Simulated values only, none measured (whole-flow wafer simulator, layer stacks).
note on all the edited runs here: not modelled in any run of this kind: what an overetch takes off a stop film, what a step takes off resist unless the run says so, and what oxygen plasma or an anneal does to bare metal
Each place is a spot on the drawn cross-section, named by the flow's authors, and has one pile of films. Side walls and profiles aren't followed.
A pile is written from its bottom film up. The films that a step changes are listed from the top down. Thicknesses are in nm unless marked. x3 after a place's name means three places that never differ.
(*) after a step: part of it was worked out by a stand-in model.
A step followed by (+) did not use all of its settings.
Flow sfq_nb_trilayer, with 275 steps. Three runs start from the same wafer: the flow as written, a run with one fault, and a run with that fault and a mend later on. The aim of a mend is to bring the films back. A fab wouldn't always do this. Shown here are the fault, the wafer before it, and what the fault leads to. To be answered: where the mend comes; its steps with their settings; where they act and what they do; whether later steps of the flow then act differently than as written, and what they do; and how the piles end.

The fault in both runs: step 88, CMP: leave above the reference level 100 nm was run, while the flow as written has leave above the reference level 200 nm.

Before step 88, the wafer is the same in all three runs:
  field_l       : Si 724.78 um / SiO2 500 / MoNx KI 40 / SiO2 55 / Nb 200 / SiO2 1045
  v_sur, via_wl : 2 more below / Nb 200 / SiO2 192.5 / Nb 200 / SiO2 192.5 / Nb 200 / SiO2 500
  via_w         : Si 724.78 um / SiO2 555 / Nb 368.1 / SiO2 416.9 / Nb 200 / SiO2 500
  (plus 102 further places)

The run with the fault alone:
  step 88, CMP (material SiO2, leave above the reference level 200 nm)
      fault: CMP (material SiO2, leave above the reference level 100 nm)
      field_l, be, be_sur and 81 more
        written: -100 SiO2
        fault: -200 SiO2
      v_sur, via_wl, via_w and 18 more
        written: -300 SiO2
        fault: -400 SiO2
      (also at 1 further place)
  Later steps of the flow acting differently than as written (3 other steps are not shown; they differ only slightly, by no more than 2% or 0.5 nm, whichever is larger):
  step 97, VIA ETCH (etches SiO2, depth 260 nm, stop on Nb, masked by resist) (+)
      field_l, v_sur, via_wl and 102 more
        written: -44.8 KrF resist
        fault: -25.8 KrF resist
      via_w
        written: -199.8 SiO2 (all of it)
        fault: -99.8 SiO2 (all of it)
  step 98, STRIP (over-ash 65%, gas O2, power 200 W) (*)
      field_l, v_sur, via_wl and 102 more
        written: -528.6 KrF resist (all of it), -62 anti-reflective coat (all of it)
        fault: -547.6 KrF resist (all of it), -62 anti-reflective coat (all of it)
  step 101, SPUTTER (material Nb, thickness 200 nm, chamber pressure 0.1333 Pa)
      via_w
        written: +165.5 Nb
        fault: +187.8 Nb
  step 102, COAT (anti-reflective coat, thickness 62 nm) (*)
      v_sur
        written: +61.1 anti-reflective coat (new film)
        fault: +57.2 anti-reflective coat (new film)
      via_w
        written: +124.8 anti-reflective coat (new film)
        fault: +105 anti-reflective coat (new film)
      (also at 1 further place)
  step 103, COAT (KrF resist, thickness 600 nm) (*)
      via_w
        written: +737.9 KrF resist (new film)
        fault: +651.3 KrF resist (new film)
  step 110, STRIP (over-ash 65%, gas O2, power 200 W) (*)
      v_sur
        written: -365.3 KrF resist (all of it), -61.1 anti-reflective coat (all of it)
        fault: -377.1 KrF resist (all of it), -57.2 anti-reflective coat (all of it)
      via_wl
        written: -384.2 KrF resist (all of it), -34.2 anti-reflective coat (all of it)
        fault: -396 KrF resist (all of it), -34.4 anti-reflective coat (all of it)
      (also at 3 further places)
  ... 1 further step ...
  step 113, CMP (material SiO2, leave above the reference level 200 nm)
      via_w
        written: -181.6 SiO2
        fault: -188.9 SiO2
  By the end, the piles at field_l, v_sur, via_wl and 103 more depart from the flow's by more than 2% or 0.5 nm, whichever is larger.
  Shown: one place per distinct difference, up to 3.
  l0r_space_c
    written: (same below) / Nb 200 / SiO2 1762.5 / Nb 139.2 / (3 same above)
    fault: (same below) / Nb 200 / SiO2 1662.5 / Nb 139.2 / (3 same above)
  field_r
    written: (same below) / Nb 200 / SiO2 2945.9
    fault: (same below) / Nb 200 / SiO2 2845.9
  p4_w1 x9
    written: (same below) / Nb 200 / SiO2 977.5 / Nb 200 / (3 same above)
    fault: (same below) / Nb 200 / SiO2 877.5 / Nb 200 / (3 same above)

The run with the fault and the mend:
  After step 89 comes the mend.
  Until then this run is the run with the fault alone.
  step 89a, PECVD (material SiO2, thickness 100 nm, 150 C, 22.22 s, RF power 183.3 W, pressure 2.4 Torr, precursor SiH4/N2O) (the flow's step 87 again, with other settings)
      field_l, v_sur, via_wl and 103 more
        +100 SiO2
  Later steps of the flow that are run all act as written at every place that is followed.
  At every place that both follow, the piles at the end match the flow's.
